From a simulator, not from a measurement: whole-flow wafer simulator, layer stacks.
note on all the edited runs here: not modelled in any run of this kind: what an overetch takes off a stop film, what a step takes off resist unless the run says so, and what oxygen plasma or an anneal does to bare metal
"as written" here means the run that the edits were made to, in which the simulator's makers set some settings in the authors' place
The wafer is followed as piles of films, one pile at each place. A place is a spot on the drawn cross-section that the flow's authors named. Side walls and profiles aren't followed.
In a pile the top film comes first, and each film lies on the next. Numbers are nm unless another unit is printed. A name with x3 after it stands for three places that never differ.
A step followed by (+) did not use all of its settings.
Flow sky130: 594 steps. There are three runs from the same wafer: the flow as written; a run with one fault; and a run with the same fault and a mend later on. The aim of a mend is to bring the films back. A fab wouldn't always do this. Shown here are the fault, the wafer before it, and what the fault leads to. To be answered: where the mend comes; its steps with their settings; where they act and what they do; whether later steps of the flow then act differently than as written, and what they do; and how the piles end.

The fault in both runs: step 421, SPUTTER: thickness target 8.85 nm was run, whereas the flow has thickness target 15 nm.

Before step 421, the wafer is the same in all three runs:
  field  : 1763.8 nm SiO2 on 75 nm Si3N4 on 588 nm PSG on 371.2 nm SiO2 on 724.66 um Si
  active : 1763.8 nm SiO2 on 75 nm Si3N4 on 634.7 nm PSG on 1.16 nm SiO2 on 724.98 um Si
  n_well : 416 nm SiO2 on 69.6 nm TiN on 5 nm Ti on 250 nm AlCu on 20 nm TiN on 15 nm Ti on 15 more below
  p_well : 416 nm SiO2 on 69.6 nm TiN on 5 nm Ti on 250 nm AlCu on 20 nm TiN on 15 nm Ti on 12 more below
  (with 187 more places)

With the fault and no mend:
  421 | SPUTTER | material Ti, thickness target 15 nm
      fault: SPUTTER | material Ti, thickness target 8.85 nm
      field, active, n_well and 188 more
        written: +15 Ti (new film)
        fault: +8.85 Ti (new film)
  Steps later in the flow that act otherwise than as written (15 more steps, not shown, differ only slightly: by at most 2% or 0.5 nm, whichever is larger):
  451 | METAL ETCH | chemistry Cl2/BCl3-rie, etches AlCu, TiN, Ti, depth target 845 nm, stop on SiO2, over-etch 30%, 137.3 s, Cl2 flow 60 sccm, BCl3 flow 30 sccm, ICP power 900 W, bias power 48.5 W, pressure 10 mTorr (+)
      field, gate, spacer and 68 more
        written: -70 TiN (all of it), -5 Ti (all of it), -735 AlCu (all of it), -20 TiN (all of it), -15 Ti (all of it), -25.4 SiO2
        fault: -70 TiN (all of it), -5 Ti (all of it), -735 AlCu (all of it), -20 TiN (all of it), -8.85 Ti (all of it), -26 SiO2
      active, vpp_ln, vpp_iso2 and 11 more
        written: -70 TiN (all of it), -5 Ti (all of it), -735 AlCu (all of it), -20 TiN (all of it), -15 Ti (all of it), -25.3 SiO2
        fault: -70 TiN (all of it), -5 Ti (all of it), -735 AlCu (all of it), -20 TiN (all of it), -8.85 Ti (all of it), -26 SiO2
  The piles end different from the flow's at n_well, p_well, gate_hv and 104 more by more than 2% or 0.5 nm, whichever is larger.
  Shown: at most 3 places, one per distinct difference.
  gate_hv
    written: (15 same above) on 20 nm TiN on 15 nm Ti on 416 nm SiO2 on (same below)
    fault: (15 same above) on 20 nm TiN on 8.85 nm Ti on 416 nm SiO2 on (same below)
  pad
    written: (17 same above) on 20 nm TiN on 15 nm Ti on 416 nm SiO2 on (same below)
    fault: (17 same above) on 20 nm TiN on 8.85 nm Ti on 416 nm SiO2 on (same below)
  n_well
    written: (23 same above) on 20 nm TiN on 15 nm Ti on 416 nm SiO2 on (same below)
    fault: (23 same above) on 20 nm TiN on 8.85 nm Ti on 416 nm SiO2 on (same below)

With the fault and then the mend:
  The mend follows step 421.
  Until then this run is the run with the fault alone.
  421a | SPUTTER | material Ti, thickness target 6.15 nm (the flow's step 421, run once more with other settings)
      field, active, n_well and 188 more
        +6.15 Ti
  Later steps of the flow that are run all act as written at every place that is followed.
  At every place that both follow, the piles at the end match the flow's.
